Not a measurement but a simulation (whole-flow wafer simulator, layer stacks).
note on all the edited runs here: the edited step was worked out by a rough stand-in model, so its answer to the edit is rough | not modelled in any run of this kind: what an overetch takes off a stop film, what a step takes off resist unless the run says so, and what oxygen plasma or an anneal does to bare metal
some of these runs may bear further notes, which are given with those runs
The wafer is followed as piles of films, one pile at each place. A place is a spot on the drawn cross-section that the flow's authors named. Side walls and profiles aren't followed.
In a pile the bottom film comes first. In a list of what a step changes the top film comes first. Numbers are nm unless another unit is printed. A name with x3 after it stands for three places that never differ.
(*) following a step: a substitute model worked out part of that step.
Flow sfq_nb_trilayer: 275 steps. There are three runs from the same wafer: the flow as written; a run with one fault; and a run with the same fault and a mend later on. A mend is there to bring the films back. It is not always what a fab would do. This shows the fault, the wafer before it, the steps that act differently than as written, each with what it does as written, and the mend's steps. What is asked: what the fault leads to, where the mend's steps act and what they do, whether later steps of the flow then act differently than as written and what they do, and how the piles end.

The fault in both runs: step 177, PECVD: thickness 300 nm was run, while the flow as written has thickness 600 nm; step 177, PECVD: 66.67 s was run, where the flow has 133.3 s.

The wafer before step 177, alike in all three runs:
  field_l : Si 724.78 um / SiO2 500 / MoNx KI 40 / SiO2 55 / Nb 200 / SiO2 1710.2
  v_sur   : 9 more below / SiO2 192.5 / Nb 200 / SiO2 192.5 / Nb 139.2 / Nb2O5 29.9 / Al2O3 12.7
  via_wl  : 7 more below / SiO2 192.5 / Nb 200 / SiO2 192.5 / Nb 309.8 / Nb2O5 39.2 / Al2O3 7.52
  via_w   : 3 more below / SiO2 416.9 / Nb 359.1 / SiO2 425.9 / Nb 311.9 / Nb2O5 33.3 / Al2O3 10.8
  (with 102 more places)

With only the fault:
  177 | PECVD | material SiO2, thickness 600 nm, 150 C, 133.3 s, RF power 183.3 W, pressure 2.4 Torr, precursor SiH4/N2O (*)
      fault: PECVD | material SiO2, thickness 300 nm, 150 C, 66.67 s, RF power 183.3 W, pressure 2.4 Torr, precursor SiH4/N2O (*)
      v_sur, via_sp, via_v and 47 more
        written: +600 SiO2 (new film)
        fault: +300 SiO2 (new film)
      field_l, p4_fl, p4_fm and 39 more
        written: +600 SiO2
        fault: +300 SiO2
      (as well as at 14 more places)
  Steps further on in the flow that do not act as written (8 other steps are not shown; they differ only slightly, by no more than 2% or 0.5 nm, whichever is larger):
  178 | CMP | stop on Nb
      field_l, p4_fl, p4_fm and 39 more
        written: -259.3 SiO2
        fault: nothing
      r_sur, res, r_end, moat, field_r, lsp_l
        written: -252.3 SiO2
        fault: nothing
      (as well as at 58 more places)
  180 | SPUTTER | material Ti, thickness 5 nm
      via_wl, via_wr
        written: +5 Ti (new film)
        fault: +4.11 Ti (new film)
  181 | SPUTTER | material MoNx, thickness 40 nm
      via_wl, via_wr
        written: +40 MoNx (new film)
        fault: +33.4 MoNx (new film)
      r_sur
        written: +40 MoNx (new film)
        fault: +38.4 MoNx (new film)
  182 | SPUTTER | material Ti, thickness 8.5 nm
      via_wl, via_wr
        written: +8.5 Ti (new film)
        fault: +6.88 Ti (new film)
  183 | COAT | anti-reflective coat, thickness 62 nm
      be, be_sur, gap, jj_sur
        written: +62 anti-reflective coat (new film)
        fault: +59.5 anti-reflective coat (new film)
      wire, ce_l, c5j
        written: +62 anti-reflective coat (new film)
        fault: +59.4 anti-reflective coat (new film)
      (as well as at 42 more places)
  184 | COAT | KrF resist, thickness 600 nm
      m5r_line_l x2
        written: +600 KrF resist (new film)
        fault: +586.8 KrF resist (new film)
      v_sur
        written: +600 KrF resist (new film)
        fault: +580.1 KrF resist (new film)
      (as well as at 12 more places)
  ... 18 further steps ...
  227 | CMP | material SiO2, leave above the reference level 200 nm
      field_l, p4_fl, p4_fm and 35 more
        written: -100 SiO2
        fault: -59.3 SiO2
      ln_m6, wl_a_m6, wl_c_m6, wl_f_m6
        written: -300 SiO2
        fault: -259.3 SiO2
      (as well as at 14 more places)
  The piles end different from the flow's at via_wl, via_w, via_wr and 7 more by more than 2% or 0.5 nm, whichever is larger.
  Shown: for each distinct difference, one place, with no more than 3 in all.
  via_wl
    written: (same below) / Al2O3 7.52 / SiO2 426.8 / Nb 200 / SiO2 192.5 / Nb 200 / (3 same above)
    fault: (same below) / Al2O3 7.52 / SiO2 346.1 / Nb 193.6 / SiO2 279.6 / Nb 200 / (3 same above)
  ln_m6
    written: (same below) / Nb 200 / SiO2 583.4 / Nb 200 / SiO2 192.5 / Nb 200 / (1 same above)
    fault: (same below) / Nb 200 / SiO2 542.7 / Nb 200 / SiO2 233.2 / Nb 200 / (1 same above)
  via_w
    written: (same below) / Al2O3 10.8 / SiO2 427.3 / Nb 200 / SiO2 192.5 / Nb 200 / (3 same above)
    fault: (same below) / Al2O3 10.8 / SiO2 346 / Nb 193.5 / SiO2 280.2 / Nb 200 / (3 same above)

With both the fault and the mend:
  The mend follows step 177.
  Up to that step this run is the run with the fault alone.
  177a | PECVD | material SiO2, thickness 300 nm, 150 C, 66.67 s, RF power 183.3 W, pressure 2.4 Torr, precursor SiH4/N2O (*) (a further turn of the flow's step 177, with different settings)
      field_l, v_sur, via_sp and 94 more
        +300 SiO2
      r_sur, res, r_end, moat, field_r, lsp_l
        +296.6 SiO2
      via_wl, via_w, via_wr
        +286 SiO2
  Steps further on in the flow that do not act as written:
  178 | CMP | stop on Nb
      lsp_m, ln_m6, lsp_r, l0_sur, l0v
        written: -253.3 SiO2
        mend: -259.3 SiO2
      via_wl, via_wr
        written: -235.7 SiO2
        mend: -206.3 SiO2
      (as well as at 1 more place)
  By the end, the piles equal the flow's at every place that both follow.
